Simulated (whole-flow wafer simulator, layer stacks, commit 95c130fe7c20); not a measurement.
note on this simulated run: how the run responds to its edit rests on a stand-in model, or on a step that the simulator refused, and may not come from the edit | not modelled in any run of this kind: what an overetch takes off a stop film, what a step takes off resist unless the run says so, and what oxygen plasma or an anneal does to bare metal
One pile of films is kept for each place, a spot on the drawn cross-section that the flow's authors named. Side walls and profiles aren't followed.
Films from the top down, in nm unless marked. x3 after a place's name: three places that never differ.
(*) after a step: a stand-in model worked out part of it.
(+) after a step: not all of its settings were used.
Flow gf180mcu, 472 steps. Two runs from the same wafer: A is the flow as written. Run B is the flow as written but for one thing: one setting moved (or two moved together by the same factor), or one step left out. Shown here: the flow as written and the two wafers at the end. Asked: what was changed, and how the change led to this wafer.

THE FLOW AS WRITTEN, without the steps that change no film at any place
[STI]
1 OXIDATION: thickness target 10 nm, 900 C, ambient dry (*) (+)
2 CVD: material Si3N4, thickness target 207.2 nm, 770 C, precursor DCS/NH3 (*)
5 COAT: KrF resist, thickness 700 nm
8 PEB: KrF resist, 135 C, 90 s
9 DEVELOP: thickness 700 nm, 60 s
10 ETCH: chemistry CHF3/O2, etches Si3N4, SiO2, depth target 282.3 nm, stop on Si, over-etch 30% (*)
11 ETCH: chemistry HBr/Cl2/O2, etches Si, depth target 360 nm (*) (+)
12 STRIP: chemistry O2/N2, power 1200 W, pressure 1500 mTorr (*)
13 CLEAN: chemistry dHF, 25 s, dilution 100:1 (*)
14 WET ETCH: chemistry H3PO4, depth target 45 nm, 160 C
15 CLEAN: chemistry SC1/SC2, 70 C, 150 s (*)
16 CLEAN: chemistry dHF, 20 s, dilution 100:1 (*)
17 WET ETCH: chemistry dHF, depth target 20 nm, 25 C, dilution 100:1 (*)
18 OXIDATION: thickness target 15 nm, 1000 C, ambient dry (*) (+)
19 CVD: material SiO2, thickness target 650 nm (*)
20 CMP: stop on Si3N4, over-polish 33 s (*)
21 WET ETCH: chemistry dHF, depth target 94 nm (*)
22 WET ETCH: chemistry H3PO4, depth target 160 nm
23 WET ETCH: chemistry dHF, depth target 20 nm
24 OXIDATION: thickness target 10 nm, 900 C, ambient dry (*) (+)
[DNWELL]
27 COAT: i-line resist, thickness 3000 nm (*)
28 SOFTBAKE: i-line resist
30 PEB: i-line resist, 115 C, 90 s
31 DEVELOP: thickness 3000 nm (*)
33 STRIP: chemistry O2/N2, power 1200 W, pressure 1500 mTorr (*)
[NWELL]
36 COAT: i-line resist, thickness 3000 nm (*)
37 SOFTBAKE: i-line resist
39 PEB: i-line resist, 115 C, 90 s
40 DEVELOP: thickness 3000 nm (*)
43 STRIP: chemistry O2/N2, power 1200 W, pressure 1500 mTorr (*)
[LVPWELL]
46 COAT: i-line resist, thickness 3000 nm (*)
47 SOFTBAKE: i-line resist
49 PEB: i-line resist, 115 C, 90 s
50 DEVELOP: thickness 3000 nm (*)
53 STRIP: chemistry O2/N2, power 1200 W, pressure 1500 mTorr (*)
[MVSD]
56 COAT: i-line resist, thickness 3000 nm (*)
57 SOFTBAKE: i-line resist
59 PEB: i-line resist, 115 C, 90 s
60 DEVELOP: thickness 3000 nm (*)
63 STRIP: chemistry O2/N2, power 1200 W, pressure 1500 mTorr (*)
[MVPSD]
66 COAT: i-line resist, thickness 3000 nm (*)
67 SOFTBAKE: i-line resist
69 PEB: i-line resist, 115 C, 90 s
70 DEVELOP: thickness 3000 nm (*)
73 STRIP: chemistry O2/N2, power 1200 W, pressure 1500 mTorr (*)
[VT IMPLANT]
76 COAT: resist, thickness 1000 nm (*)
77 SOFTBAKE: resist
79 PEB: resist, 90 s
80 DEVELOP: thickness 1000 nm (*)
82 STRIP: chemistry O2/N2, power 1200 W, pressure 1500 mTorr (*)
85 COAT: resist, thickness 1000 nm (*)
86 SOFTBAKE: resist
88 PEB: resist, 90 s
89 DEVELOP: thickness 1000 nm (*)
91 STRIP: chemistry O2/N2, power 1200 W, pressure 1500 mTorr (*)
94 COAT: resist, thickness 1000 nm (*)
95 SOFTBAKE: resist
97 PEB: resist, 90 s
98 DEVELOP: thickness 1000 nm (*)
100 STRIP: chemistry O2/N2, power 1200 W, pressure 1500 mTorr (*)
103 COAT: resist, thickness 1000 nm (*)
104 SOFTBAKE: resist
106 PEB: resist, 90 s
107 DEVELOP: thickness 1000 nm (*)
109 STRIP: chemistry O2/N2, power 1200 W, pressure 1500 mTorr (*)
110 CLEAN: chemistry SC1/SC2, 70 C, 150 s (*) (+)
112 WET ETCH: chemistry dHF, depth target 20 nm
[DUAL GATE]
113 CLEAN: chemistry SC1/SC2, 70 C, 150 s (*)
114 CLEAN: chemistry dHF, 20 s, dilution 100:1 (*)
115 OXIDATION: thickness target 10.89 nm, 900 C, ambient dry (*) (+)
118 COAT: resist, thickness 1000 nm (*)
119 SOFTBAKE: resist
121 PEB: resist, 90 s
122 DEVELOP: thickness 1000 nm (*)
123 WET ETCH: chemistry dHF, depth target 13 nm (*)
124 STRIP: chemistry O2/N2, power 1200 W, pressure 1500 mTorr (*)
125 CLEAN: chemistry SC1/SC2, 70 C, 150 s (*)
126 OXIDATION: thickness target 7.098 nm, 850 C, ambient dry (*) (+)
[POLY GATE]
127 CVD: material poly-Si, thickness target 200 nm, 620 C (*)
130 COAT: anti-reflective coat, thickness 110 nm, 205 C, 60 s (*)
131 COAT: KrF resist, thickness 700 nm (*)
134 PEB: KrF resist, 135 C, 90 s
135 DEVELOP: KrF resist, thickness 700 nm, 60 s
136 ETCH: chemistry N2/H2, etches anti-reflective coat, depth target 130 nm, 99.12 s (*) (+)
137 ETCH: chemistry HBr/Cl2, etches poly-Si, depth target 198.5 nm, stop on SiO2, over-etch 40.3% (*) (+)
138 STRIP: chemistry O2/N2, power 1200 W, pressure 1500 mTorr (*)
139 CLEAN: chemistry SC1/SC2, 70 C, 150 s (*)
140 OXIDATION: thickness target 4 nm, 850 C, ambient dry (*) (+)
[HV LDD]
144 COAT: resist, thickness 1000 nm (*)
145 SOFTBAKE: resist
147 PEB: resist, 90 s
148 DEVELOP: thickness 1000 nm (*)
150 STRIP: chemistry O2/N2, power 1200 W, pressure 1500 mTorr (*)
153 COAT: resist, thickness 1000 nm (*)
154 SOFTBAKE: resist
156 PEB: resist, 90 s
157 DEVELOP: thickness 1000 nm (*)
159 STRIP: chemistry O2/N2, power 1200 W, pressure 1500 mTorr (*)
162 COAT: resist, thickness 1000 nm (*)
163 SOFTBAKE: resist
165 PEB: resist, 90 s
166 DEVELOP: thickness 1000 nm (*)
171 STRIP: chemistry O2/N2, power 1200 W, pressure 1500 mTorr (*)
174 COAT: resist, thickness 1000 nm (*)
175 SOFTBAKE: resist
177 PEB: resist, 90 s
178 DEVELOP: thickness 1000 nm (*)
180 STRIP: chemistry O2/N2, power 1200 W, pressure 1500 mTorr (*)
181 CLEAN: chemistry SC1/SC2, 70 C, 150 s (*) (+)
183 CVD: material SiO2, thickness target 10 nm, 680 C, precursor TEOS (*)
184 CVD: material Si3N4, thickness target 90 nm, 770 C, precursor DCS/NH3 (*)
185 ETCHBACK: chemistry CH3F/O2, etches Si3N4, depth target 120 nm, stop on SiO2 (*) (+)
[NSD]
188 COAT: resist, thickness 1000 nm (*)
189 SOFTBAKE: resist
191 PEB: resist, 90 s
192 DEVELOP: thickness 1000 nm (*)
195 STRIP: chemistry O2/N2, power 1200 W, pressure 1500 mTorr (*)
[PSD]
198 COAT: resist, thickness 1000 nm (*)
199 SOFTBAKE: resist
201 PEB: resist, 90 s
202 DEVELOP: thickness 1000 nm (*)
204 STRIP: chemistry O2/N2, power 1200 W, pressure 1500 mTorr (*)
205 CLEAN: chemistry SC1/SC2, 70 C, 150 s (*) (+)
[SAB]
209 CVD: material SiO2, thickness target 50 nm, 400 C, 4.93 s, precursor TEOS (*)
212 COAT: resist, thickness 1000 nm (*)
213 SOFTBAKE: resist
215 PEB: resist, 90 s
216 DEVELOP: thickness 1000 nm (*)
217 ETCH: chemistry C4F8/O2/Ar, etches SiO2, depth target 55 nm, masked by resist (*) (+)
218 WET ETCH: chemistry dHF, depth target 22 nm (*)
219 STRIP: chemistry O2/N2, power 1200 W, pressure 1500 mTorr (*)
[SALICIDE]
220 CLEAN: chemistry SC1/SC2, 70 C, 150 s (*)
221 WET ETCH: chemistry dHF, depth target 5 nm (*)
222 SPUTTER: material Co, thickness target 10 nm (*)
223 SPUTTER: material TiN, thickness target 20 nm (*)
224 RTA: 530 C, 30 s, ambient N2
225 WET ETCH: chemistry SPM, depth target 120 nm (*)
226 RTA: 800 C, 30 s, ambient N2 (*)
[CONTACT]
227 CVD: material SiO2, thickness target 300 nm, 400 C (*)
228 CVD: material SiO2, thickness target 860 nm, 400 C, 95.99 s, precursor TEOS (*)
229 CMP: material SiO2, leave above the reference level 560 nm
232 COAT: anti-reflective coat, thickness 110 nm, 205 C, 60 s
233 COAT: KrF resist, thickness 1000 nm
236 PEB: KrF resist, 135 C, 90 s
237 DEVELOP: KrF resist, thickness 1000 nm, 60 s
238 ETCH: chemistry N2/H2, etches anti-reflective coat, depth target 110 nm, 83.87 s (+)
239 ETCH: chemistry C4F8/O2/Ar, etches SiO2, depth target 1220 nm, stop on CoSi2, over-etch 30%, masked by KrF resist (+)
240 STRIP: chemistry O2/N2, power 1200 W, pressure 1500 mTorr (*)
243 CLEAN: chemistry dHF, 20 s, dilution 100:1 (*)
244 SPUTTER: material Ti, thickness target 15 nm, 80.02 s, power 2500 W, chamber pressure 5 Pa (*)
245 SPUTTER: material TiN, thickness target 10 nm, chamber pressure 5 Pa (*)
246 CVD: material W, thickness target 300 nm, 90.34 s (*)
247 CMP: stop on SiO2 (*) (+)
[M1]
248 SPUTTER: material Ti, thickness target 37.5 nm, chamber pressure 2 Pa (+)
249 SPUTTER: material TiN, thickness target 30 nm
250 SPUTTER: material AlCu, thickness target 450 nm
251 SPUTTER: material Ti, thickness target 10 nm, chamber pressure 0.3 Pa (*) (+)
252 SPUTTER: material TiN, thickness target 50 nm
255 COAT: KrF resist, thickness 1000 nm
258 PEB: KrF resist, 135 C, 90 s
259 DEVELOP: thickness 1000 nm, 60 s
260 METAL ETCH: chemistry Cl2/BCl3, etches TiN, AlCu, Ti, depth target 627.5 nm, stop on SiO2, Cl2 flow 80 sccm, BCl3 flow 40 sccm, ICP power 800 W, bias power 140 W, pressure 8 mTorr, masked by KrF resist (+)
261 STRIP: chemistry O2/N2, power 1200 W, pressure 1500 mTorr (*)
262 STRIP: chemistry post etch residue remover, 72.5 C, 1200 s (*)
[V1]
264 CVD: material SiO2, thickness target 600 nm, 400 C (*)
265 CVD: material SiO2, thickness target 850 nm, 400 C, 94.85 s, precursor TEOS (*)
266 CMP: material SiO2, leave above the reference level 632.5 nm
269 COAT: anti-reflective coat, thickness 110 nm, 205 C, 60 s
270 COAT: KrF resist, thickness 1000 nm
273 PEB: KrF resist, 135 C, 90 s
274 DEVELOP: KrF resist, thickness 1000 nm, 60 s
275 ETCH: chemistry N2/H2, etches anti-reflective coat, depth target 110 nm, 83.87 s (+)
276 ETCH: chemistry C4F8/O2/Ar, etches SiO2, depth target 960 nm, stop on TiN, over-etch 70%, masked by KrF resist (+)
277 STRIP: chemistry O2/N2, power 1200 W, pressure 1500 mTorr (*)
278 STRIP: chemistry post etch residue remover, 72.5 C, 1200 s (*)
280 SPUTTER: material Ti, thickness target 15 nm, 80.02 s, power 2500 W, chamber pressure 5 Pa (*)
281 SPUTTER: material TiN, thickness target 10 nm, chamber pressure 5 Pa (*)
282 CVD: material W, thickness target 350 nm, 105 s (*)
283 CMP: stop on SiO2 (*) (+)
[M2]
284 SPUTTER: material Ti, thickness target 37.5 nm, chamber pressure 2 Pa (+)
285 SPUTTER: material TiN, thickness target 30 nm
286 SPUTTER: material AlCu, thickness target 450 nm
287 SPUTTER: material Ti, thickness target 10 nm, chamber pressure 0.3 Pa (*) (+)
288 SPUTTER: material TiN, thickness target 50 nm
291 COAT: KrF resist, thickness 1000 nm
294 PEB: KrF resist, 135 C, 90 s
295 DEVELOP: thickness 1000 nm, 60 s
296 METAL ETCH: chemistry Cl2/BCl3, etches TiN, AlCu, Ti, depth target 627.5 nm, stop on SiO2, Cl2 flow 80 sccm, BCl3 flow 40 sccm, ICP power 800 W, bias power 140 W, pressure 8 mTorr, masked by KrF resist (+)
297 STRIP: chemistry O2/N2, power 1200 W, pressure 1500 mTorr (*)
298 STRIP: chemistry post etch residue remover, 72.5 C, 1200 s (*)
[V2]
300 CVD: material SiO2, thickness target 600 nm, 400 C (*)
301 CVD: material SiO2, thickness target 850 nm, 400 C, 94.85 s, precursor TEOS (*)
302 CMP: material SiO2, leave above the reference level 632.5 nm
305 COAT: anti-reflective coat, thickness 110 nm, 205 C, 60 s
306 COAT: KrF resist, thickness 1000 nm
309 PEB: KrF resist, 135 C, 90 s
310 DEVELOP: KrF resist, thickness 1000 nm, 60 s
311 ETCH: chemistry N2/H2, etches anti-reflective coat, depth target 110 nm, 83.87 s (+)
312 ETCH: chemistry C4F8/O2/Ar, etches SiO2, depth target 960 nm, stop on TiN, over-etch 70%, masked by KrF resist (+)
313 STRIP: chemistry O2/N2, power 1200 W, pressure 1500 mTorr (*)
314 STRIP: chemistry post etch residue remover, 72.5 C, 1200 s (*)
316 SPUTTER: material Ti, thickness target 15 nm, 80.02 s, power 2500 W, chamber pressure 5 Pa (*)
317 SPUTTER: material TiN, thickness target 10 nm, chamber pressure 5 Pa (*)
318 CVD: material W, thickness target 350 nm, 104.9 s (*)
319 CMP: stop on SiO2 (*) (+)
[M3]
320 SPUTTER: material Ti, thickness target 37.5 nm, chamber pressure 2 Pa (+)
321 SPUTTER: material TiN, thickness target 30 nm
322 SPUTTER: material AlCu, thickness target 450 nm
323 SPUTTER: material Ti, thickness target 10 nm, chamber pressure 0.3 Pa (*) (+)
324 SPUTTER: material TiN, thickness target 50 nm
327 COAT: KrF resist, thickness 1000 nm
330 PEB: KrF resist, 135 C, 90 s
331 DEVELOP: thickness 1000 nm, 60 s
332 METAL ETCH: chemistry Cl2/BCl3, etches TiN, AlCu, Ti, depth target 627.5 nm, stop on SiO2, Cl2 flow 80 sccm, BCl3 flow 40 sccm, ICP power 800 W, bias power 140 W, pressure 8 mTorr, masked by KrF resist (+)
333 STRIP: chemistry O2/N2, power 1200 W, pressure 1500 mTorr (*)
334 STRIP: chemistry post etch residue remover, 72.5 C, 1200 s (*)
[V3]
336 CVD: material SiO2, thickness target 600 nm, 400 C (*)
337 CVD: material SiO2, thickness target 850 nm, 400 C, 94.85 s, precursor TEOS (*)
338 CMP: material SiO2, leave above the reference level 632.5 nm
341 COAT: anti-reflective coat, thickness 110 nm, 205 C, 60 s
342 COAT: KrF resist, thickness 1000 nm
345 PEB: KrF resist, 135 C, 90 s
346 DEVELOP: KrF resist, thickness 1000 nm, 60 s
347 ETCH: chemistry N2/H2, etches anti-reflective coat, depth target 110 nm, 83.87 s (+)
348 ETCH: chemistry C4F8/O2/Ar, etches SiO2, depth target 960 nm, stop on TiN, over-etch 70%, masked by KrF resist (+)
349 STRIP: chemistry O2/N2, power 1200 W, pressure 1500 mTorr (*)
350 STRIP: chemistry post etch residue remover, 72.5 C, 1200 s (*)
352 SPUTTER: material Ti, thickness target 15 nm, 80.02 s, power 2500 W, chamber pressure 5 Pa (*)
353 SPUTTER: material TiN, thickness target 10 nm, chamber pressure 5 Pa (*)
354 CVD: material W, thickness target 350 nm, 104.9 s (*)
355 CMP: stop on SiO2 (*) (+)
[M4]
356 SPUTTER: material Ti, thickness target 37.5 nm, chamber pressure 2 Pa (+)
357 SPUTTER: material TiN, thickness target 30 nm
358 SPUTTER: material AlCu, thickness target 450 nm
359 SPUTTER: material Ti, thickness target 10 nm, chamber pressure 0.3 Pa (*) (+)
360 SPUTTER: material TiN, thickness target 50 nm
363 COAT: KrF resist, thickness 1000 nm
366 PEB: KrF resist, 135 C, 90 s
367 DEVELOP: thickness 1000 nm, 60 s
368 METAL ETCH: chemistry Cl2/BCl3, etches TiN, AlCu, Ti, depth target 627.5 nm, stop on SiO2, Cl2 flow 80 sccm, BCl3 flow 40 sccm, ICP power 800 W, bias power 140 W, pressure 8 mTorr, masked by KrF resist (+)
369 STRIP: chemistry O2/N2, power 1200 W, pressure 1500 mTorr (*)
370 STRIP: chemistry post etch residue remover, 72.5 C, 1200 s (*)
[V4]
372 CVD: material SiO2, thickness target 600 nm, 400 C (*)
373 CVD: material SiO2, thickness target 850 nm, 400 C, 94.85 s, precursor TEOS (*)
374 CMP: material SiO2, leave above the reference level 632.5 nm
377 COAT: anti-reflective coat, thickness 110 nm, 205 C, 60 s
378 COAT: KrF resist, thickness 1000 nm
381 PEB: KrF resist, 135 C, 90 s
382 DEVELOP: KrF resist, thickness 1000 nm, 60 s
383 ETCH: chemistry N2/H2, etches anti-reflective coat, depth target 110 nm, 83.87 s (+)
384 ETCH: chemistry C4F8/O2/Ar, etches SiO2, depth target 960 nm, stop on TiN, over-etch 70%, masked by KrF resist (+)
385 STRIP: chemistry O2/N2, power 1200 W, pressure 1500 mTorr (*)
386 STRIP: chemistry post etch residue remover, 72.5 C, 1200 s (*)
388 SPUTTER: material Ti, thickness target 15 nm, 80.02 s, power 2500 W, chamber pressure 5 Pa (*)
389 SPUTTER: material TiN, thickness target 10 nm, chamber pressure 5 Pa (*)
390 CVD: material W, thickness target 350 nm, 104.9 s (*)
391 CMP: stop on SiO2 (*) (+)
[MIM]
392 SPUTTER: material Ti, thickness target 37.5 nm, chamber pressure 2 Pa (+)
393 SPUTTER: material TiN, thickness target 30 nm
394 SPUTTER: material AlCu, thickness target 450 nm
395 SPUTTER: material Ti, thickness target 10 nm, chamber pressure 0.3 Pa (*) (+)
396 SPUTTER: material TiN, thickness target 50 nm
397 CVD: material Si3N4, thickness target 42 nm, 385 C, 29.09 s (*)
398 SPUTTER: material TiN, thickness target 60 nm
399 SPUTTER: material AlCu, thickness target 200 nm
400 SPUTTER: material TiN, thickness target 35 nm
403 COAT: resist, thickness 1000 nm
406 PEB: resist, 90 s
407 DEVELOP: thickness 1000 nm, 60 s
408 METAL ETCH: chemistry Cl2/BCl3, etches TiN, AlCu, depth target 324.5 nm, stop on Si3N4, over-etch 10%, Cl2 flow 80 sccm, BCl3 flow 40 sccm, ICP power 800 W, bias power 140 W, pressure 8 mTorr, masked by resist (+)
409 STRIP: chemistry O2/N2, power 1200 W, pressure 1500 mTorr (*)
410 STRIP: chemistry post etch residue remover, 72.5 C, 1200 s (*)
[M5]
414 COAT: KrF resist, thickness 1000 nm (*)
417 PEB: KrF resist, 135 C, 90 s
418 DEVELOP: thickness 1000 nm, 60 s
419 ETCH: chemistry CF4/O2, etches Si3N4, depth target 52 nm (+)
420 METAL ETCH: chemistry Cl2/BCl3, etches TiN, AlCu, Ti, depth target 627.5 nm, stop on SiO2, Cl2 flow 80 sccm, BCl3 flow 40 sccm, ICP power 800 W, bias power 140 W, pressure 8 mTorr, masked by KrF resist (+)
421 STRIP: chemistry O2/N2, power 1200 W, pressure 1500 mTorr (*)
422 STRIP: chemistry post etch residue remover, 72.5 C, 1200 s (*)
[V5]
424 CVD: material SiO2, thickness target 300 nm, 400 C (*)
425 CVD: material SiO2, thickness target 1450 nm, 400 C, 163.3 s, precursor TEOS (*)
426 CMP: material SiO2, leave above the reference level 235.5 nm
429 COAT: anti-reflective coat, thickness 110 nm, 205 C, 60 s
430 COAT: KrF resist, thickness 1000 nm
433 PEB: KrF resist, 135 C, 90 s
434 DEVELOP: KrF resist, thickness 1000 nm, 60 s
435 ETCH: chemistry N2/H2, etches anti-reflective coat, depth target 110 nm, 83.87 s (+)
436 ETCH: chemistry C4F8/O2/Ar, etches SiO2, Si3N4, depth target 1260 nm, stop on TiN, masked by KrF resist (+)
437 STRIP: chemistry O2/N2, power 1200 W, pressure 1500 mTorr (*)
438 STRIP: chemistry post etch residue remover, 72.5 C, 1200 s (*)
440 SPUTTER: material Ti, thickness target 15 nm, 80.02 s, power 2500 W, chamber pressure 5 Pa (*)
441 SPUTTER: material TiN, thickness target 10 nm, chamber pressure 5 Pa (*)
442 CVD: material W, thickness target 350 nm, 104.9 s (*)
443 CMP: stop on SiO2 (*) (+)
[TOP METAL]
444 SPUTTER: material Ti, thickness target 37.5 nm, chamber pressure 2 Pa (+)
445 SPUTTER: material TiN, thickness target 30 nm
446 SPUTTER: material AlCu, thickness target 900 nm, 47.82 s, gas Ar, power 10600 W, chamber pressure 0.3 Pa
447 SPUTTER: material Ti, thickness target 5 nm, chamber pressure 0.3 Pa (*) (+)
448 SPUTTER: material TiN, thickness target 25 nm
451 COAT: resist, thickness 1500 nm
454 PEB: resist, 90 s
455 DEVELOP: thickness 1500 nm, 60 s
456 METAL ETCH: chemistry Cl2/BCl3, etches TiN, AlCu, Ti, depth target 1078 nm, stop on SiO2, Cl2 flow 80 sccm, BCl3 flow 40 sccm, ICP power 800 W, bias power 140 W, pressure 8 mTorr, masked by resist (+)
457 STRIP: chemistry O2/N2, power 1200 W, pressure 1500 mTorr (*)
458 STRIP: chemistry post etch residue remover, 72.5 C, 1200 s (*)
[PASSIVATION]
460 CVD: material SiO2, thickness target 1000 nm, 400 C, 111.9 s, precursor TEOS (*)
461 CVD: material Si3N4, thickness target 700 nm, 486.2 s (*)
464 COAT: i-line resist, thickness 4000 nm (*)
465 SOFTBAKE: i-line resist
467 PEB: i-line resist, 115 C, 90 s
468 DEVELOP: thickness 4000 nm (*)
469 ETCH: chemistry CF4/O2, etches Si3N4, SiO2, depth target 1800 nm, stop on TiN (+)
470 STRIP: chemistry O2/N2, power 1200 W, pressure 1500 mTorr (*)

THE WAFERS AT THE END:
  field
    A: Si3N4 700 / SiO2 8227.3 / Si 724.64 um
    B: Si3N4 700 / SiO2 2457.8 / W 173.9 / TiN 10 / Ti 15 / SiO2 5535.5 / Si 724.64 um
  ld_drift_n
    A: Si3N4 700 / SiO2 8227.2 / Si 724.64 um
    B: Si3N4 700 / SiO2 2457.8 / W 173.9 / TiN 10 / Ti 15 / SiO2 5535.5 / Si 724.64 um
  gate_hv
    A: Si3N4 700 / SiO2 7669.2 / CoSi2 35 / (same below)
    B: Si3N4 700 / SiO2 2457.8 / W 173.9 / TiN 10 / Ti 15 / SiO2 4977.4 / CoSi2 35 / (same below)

The cause: step 337, CVD: material SiO2, thickness target 850 nm, 400 C, 94.85 s, precursor TEOS (*), was left out.

How the change led to this, step by step:
  338 CMP: material SiO2, leave above the reference level 632.5 nm
      field, field__w1, field__w2 and 103 more: A SiO2 -300 | B nothing
      field__w8, contact, m1, m1__w1, m1_nw: A SiO2 -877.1 | B SiO2 -27.1
  341 COAT: anti-reflective coat, thickness 110 nm, 205 C, 60 s
      p_well, sti, spacer, sd_n, mim_1p0, pad, dice_street: A anti-reflective coat +110 (new film) | B anti-reflective coat +113.1 (new film)
      field: A anti-reflective coat +110 (new film) | B anti-reflective coat +412.3 (new film)
      (and at 34 more places)
  342 COAT: KrF resist, thickness 1000 nm
      field: A KrF resist +1000 (new film) | B KrF resist +858.1 (new film)
      field__w5: A KrF resist +1000 (new film) | B KrF resist +1032.7 (new film)
      (and at 27 more places)
  345 PEB: KrF resist, 135 C, 90 s
      polyc_n, polyc_n_rim: A KrF resist -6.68 | B KrF resist -11.1
      field: A KrF resist -6.68 | B KrF resist -5.04
      (and at 17 more places)
  346 DEVELOP: KrF resist, thickness 1000 nm, 60 s
      contact: A KrF resist -993.3 (all of it) | B KrF resist -681.3 (all of it)
  347 ETCH: chemistry N2/H2, etches anti-reflective coat, depth target 110 nm, 83.87 s (+)
      contact: A anti-reflective coat -110 (all of it), SiO2 -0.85 | B anti-reflective coat -20.2 (all of it), SiO2 -3.15
  349 STRIP: chemistry O2/N2, power 1200 W, pressure 1500 mTorr (*)
      p_well, sti, spacer, sd_n, mim_1p0, pad, dice_street: A KrF resist -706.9 (all of it), anti-reflective coat -110 (all of it) | B KrF resist -707.4 (all of it), anti-reflective coat -113.1 (all of it)
      field: A KrF resist -706.9 (all of it), anti-reflective coat -110 (all of it) | B KrF resist -566.7 (all of it), anti-reflective coat -412.3 (all of it)
      (and at 37 more places)
  352 SPUTTER: material Ti, thickness target 15 nm, 80.02 s, power 2500 W, chamber pressure 5 Pa (*)
      contact: A Ti +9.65 (new film) | B Ti +14.6 (new film)
  353 SPUTTER: material TiN, thickness target 10 nm, chamber pressure 5 Pa (*)
      contact: A TiN +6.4 (new film) | B TiN +9.75 (new film)
  354 CVD: material W, thickness target 350 nm, 104.9 s (*)
      contact: A W +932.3 (new film) | B W +352.9 (new film)
  355 CMP: stop on SiO2 (*) (+)
      contact: A W -378.8 | B W -352.9 (all of it), TiN -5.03
      field__w8, m1, m1__w1, m1_nw: A W -350 (all of it), TiN -10 (all of it), Ti -15 (all of it), SiO2 -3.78 | B W -350 (all of it), TiN -10 (all of it), Ti -15 (all of it), SiO2 -22.7
  359 SPUTTER: material Ti, thickness target 10 nm, chamber pressure 0.3 Pa (*) (+)
      field__w5: A Ti +10 (new film) | B Ti +9.25 (new film)
  363 COAT: KrF resist, thickness 1000 nm
      field: A KrF resist +1000 (new film) | B KrF resist +1154.4 (new film)
      field__w8: A KrF resist +1000 (new film) | B KrF resist +618.2 (new film)
      (and at 11 more places)
  366 PEB: KrF resist, 135 C, 90 s
      field: A KrF resist -6.68 | B KrF resist -8.45
      field__w8: A KrF resist -6.68 | B KrF resist -3.08
      (and at 8 more places)
  367 DEVELOP: thickness 1000 nm, 60 s
      field: A KrF resist -993.3 (all of it) | B KrF resist -1145.9 (all of it)
      n_well: A KrF resist -993.3 (all of it) | B KrF resist -1109.3 (all of it)
      (and at 6 more places)
  368 METAL ETCH: chemistry Cl2/BCl3, etches TiN, AlCu, Ti, depth target 627.5 nm, stop on SiO2, Cl2 flow 80 sccm, BCl3 flow 40 sccm, ICP power 800 W, bias power 140 W, pressure 8 mTorr, masked by KrF resist (+)
      field__w5: A TiN -50 (all of it), Ti -10 (all of it), AlCu -450 (all of it), TiN -30 (all of it), Ti -37.5 (all of it) | B TiN -49.4 (all of it), Ti -9.25 (all of it), AlCu -445.4 (all of it), TiN -29.6 (all of it), Ti -37.5 (all of it)
  ... 16 more steps ...
  426 CMP: material SiO2, leave above the reference level 235.5 nm
      field, field__w1, field__w5 and 92 more: A SiO2 -300.8 | B SiO2 -288.4
      field__w2, field__w3, field__w12 and 6 more: A SiO2 -272.7 | B SiO2 -259.7
Counting metal films that touch as one body, field has 1 body; the flow as written gives 0 bodies.
Counting metal films that touch as one body, ld_drift_n has 1 body; the flow as written gives 0 bodies.
Counting metal films that touch as one body, gate_hv has 2 bodies (between them, from the top down: SiO2 4977.4); the flow as written gives 1 body.
